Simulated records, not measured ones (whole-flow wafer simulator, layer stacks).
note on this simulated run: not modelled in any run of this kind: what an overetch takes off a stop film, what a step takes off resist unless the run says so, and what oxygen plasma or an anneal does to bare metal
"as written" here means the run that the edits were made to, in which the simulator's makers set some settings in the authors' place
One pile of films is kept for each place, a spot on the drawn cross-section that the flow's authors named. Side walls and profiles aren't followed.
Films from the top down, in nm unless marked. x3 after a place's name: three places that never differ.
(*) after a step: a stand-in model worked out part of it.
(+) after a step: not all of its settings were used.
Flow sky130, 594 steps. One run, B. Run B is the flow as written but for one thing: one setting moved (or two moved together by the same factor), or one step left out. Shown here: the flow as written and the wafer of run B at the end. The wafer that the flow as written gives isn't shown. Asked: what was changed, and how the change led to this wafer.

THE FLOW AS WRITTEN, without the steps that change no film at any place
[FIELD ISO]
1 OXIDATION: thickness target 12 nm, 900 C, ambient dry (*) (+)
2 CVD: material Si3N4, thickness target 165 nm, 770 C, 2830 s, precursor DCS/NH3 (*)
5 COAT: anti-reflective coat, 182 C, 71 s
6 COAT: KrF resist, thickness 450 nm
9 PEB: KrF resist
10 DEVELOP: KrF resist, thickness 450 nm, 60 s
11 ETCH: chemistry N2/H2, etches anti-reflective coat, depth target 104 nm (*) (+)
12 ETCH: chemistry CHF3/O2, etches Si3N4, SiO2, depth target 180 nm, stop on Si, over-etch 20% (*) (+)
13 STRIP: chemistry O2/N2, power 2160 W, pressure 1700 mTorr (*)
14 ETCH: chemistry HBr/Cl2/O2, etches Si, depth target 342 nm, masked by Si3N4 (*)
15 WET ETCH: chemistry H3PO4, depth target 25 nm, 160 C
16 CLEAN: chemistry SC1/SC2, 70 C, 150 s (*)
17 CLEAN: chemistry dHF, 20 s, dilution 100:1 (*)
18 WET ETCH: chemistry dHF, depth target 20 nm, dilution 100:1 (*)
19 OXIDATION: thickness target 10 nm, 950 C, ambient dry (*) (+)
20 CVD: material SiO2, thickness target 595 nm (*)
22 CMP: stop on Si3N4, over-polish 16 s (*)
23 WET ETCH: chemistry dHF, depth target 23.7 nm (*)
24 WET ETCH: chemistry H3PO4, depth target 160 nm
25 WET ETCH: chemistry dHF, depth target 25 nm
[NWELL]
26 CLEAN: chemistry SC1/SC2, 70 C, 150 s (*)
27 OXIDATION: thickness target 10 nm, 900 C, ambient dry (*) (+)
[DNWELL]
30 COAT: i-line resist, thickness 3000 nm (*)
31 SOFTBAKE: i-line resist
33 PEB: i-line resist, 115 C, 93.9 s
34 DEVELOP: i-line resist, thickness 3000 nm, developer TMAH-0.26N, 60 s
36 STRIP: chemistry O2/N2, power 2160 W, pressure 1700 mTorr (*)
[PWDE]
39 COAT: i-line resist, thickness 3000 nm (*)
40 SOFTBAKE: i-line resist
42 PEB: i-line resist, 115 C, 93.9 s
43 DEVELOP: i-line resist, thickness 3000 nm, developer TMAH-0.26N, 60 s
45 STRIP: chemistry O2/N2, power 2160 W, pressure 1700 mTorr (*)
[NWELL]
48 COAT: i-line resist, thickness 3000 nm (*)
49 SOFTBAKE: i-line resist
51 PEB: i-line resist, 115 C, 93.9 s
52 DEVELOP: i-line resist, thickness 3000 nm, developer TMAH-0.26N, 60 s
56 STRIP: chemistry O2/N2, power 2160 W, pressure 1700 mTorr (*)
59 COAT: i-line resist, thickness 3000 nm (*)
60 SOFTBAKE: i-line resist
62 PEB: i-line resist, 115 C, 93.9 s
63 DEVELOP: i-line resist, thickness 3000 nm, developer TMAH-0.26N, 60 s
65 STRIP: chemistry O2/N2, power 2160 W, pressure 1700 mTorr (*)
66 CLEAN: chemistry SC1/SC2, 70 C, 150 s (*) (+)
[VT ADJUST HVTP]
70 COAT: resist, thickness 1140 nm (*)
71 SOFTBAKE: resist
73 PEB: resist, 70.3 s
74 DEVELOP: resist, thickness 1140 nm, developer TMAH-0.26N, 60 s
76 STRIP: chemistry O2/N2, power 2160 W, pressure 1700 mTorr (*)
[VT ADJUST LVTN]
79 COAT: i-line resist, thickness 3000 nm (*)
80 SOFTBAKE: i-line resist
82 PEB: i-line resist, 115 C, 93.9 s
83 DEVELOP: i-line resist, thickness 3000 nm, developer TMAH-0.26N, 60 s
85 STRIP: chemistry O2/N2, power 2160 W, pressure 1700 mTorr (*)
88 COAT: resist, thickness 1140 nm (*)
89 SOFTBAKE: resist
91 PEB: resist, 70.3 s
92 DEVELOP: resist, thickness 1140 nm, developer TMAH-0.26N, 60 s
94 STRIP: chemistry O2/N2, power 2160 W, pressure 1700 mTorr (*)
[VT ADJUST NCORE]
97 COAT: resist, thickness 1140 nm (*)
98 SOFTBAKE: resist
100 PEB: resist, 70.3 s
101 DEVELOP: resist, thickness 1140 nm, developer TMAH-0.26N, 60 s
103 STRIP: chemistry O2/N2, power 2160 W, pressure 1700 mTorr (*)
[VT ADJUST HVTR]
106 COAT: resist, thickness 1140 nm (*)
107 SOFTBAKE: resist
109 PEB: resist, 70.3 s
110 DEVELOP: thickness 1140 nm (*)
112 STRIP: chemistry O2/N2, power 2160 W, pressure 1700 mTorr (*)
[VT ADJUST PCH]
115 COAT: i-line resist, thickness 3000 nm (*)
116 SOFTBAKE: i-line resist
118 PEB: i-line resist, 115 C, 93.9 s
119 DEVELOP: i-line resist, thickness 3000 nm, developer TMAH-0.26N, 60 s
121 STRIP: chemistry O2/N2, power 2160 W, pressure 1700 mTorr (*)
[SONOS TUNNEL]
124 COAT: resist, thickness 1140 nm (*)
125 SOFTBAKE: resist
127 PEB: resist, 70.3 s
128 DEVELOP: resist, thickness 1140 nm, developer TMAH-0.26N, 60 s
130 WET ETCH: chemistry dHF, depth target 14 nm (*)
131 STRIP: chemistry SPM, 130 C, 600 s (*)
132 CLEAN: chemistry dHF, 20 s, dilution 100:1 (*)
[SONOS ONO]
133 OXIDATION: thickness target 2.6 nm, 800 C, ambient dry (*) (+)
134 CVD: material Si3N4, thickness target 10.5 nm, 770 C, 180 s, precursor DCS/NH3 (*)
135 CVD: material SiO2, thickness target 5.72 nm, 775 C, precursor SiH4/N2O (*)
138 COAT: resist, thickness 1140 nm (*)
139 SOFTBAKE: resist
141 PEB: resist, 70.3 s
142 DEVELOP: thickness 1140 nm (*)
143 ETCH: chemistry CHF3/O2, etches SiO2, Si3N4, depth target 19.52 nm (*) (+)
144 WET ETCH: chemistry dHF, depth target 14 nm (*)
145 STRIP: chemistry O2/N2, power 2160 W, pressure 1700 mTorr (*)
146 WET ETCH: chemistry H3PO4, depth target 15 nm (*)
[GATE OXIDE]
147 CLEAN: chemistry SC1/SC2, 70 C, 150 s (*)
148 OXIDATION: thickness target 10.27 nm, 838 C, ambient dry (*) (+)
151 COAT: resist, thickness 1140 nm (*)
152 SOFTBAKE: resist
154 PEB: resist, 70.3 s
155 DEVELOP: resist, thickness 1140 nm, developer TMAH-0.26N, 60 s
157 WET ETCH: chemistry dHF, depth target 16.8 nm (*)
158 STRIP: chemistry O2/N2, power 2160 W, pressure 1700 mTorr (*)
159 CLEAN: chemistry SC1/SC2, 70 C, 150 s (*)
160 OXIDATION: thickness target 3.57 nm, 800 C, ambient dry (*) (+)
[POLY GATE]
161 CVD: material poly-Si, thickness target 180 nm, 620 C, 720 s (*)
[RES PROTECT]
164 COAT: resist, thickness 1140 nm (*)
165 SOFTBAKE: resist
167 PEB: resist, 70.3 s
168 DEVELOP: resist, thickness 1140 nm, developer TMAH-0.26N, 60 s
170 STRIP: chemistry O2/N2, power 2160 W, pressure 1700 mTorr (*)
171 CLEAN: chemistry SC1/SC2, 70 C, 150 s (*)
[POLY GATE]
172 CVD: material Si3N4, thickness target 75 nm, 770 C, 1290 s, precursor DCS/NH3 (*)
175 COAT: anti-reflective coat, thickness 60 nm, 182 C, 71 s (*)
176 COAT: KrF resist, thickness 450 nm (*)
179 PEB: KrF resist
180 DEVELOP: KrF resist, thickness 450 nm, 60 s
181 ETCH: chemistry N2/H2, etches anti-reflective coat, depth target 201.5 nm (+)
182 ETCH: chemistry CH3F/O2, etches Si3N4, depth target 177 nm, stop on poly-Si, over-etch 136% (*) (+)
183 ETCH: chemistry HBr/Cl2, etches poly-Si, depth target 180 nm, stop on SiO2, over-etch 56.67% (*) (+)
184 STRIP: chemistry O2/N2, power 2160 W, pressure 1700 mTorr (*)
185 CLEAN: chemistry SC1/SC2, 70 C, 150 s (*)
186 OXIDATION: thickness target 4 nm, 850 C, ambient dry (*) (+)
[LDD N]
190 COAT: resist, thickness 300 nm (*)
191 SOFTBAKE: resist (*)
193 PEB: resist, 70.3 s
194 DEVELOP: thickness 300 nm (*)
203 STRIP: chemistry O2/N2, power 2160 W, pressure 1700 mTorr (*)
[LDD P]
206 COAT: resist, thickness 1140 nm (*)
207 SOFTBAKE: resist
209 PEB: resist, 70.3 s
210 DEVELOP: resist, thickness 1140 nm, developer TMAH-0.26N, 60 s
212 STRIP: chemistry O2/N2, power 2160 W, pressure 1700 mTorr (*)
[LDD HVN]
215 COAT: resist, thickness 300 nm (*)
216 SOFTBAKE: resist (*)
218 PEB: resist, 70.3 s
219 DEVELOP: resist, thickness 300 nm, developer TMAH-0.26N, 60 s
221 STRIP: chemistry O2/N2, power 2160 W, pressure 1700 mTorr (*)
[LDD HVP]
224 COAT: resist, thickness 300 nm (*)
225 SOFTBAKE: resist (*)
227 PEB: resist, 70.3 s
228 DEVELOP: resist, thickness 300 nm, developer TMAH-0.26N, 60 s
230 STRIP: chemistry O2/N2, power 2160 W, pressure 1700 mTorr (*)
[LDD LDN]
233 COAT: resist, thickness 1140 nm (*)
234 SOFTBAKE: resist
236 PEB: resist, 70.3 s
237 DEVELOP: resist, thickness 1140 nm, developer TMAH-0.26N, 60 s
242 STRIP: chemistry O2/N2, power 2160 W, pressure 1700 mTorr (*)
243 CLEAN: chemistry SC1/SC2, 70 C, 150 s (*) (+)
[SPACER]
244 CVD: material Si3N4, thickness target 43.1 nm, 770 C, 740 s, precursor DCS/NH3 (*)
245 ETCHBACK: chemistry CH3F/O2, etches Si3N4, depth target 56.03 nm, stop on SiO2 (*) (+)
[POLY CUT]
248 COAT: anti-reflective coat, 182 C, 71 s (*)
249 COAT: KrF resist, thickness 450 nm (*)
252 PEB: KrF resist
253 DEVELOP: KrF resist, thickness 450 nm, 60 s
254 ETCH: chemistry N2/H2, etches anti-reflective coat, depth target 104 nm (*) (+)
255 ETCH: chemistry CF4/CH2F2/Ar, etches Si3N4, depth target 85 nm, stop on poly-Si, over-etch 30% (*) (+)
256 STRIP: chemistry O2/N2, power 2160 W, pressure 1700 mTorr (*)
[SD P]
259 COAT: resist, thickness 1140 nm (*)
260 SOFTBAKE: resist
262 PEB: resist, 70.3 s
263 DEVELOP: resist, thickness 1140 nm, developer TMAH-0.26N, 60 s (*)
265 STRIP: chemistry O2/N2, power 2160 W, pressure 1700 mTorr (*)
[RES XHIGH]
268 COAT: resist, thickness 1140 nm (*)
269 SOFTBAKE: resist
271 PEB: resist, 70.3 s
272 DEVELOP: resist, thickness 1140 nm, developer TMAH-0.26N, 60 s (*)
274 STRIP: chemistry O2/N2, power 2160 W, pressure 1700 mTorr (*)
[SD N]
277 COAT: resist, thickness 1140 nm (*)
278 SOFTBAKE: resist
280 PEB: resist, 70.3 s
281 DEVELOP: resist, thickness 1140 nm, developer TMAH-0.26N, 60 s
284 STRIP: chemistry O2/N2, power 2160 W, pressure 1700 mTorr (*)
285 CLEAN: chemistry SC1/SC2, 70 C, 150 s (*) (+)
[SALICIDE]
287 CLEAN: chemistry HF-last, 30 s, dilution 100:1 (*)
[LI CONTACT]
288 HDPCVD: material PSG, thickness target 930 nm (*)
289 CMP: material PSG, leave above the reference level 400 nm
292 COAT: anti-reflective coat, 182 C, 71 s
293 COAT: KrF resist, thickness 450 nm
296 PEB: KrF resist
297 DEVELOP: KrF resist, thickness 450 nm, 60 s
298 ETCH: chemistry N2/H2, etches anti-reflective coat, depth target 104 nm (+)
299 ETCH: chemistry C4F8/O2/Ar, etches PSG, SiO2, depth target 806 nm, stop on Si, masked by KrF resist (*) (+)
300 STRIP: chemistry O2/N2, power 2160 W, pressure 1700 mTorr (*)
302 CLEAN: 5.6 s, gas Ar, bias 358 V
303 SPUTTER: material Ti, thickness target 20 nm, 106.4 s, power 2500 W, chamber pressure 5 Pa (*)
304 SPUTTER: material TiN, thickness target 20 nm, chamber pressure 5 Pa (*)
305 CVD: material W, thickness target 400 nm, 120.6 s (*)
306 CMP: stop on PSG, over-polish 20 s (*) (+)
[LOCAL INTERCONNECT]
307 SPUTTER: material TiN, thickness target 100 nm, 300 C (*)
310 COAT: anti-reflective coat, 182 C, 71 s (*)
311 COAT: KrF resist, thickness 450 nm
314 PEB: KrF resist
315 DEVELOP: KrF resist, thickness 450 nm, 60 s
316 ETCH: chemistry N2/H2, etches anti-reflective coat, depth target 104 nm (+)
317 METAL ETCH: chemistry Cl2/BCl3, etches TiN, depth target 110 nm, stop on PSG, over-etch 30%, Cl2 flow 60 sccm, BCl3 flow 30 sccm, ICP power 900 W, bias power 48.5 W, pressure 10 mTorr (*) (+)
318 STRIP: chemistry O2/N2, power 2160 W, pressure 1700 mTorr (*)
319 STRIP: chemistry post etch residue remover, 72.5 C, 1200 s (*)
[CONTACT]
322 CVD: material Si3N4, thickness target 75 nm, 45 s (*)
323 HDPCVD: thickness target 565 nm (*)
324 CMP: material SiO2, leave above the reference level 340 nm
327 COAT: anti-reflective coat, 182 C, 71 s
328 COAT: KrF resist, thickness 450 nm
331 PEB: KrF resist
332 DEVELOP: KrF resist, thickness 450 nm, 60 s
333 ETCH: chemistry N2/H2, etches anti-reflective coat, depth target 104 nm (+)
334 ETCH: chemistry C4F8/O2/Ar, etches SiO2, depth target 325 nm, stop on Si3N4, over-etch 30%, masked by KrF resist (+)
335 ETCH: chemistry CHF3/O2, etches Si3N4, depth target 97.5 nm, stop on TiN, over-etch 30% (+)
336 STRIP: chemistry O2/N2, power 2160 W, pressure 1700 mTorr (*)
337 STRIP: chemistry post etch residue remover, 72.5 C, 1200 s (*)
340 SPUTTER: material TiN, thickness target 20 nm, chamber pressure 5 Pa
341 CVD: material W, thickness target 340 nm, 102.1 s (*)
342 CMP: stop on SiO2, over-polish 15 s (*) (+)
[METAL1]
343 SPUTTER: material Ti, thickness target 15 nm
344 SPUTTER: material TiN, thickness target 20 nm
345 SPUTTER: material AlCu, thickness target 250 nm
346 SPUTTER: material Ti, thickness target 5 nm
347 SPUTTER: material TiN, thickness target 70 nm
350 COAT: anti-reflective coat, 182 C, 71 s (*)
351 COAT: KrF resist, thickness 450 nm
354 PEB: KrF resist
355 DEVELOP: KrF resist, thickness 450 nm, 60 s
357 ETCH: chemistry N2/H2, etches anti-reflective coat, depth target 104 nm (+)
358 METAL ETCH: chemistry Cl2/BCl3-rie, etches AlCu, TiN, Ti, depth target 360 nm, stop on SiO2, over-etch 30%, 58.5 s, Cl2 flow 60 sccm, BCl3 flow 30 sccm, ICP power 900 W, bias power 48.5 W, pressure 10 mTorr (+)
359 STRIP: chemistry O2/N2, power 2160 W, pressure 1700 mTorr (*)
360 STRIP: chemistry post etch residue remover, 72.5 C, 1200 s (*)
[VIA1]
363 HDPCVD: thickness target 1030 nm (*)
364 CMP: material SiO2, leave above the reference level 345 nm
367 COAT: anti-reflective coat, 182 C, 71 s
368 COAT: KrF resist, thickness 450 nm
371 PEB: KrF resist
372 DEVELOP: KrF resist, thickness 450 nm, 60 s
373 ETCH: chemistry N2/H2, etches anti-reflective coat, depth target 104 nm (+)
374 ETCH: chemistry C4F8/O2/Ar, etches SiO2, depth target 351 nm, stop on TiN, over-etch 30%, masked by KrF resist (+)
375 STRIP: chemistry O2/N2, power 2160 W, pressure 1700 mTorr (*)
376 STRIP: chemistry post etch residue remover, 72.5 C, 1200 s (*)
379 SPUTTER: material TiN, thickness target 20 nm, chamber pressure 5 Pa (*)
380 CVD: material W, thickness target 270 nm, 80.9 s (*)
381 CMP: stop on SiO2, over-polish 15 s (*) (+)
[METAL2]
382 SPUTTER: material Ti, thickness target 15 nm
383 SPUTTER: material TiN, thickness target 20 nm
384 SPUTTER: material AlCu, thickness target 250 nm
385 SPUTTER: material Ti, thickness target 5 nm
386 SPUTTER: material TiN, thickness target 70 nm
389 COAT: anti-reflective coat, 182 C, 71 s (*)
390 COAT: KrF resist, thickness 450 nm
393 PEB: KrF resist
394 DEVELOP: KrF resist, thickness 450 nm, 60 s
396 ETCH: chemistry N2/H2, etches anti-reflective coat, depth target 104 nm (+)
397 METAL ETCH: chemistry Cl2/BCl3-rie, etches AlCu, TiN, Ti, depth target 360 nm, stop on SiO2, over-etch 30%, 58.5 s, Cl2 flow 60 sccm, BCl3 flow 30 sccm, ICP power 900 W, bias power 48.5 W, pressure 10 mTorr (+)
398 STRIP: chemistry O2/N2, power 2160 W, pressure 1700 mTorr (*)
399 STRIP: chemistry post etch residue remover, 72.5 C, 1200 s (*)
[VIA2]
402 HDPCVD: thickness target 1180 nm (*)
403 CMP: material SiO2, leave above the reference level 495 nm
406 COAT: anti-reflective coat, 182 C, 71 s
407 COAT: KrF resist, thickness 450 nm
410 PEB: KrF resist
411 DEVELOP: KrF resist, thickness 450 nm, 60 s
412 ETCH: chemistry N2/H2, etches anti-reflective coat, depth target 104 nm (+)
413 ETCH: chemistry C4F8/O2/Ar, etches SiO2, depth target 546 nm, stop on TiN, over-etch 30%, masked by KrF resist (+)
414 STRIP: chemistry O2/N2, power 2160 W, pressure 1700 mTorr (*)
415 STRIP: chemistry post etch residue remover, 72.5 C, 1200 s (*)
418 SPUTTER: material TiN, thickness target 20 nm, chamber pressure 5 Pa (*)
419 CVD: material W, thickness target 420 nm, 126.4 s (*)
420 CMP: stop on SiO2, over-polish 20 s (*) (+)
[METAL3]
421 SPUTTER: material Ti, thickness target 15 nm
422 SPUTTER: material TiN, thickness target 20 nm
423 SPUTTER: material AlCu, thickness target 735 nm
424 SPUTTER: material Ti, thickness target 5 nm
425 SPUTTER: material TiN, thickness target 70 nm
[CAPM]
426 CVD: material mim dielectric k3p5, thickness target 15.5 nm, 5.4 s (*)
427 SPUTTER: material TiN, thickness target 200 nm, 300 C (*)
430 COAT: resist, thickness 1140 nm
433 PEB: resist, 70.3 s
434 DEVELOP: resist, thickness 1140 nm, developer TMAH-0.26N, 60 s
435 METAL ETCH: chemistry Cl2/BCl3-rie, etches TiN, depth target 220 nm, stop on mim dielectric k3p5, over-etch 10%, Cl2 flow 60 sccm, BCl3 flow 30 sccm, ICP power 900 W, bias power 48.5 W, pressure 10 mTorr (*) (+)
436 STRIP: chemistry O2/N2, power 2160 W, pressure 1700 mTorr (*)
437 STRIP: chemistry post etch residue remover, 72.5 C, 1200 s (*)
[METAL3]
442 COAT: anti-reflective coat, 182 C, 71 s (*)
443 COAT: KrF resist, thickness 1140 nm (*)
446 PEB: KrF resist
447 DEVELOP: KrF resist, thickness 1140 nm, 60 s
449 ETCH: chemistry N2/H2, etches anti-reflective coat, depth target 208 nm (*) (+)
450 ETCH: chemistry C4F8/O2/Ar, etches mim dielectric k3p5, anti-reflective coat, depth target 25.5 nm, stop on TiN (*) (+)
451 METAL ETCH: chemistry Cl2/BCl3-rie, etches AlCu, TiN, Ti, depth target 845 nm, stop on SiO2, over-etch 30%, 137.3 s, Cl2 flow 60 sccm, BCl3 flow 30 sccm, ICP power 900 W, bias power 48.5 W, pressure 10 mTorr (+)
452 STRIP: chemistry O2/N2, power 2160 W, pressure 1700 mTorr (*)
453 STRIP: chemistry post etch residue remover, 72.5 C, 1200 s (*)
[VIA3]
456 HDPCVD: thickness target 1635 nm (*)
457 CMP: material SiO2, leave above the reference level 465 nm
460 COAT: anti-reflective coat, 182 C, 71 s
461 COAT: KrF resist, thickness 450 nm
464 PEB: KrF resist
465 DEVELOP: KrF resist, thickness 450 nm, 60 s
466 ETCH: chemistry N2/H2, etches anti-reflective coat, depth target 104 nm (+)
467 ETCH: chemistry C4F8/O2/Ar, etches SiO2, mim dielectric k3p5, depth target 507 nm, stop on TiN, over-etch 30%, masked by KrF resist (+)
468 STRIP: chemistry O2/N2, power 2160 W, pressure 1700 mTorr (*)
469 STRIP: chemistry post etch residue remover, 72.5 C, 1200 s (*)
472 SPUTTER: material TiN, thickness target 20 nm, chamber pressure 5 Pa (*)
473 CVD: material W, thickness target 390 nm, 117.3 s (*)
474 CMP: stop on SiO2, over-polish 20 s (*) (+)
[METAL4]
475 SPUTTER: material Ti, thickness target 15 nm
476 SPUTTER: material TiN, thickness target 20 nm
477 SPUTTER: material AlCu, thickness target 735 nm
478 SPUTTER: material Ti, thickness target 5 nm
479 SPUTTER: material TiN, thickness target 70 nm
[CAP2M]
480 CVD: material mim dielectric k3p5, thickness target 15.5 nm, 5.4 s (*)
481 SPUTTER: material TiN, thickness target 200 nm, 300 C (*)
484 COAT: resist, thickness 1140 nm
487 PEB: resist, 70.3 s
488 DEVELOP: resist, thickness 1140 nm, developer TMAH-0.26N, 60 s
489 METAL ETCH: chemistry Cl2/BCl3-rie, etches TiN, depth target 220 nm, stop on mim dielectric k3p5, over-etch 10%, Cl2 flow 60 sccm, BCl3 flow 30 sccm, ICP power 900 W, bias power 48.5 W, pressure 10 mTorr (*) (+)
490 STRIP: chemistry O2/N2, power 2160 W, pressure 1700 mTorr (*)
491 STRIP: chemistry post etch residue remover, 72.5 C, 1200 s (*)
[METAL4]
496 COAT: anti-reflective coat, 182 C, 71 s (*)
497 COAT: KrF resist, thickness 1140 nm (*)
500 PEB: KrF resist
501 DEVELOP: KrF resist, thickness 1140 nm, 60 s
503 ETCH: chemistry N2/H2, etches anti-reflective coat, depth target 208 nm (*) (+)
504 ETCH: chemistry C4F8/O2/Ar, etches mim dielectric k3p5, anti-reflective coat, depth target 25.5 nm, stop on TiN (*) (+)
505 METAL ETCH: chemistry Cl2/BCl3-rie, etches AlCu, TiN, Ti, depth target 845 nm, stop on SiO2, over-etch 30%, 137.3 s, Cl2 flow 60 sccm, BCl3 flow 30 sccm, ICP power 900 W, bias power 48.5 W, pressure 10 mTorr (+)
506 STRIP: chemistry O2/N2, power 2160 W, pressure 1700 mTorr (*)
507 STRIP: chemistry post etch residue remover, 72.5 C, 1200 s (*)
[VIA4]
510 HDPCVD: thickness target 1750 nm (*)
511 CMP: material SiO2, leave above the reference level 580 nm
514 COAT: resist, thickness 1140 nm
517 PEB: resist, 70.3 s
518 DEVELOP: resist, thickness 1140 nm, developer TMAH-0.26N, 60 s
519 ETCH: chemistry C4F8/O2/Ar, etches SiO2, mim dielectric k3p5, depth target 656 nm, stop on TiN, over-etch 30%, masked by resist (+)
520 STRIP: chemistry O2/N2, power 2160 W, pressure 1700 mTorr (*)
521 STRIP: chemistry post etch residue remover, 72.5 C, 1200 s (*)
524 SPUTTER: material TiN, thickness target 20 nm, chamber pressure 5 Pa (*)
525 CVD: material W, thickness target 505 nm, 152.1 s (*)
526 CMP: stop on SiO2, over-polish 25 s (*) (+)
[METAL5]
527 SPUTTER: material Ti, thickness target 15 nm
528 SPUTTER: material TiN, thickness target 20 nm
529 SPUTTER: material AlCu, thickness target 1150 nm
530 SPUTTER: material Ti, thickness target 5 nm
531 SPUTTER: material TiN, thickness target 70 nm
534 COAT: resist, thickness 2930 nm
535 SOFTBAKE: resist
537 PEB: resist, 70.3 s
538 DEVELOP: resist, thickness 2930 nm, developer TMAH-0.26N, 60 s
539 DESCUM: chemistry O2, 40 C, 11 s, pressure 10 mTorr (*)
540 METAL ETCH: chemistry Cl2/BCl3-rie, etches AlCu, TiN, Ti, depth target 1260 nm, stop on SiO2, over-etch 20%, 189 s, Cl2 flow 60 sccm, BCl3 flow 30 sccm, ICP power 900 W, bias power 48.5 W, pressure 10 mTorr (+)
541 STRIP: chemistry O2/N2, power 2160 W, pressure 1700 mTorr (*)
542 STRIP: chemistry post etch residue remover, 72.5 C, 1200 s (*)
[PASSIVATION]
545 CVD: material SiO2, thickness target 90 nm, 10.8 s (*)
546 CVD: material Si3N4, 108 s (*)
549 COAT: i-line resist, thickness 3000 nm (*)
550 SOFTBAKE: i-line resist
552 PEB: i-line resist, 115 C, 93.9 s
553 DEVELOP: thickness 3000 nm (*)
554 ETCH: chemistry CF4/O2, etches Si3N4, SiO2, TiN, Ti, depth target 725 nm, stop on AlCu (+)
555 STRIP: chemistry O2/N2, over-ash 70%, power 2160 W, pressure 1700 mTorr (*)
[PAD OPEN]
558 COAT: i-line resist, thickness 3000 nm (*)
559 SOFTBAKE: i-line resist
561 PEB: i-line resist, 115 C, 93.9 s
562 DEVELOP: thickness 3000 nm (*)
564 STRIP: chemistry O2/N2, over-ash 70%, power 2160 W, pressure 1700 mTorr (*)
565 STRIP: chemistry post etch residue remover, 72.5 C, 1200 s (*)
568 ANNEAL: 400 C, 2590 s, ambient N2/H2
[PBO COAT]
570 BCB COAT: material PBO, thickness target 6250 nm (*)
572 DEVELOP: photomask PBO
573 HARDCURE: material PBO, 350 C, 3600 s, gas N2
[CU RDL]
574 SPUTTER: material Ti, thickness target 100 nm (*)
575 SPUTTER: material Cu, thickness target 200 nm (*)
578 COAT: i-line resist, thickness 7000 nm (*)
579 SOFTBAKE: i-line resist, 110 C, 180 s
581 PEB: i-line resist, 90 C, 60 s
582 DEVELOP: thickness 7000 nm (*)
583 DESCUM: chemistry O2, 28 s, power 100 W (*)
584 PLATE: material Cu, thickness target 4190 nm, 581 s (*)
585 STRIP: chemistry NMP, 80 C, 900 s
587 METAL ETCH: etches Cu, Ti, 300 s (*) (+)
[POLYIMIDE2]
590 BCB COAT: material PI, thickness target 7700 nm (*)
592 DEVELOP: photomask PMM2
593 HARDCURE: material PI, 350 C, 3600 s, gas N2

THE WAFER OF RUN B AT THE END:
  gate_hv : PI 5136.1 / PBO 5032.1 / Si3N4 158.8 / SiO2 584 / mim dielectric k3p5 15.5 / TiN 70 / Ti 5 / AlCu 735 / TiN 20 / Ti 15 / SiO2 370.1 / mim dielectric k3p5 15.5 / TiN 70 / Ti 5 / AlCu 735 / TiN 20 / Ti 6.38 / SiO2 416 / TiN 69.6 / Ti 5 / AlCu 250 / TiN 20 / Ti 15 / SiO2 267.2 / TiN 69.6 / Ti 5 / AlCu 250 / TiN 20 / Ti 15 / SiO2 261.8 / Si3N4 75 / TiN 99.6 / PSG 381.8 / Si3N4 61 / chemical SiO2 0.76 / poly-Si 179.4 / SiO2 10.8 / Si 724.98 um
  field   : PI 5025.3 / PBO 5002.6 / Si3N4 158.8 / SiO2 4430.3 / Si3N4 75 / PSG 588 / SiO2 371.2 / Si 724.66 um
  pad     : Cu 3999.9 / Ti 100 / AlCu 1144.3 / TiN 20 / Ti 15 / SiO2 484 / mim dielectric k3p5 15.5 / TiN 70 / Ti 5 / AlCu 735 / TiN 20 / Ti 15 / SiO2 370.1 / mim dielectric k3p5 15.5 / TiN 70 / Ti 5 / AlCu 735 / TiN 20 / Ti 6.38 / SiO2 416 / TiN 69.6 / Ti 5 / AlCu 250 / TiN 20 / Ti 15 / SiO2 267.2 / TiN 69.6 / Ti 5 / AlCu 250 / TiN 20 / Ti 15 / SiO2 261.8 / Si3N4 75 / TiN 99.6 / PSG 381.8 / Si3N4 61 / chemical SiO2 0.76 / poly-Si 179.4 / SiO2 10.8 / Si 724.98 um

The cause: step 421, SPUTTER: thickness target 6.38 nm was run, where the flow has thickness target 15 nm.
It can be read off the wafer: gate_hv has Ti 6.38, and step 421 as written asks for 15 nm.

How the change led to this, step by step:
  421 SPUTTER: material Ti, thickness target 15 nm
      field, active, n_well and 188 more: Ti +6.38 (new film) (as written it would be: Ti +15 (new film))
  451 METAL ETCH: chemistry Cl2/BCl3-rie, etches AlCu, TiN, Ti, depth target 845 nm, stop on SiO2, over-etch 30%, 137.3 s, Cl2 flow 60 sccm, BCl3 flow 30 sccm, ICP power 900 W, bias power 48.5 W, pressure 10 mTorr (+)
      field, gate, spacer and 68 more: TiN -70 (all of it), Ti -5 (all of it), AlCu -735 (all of it), TiN -20 (all of it), Ti -6.38 (all of it), SiO2 -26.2 (as written it would be: TiN -70 (all of it), Ti -5 (all of it), AlCu -735 (all of it), TiN -20 (all of it), Ti -15 (all of it), SiO2 -25.4)
      active, vpp_ln, vpp_iso2 and 11 more: TiN -70 (all of it), Ti -5 (all of it), AlCu -735 (all of it), TiN -20 (all of it), Ti -6.38 (all of it), SiO2 -26.2 (as written it would be: TiN -70 (all of it), Ti -5 (all of it), AlCu -735 (all of it), TiN -20 (all of it), Ti -15 (all of it), SiO2 -25.3)
  457 CMP: material SiO2, leave above the reference level 465 nm
      field, active, gate and 82 more: SiO2 -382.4 (as written it would be: SiO2 -374.7)
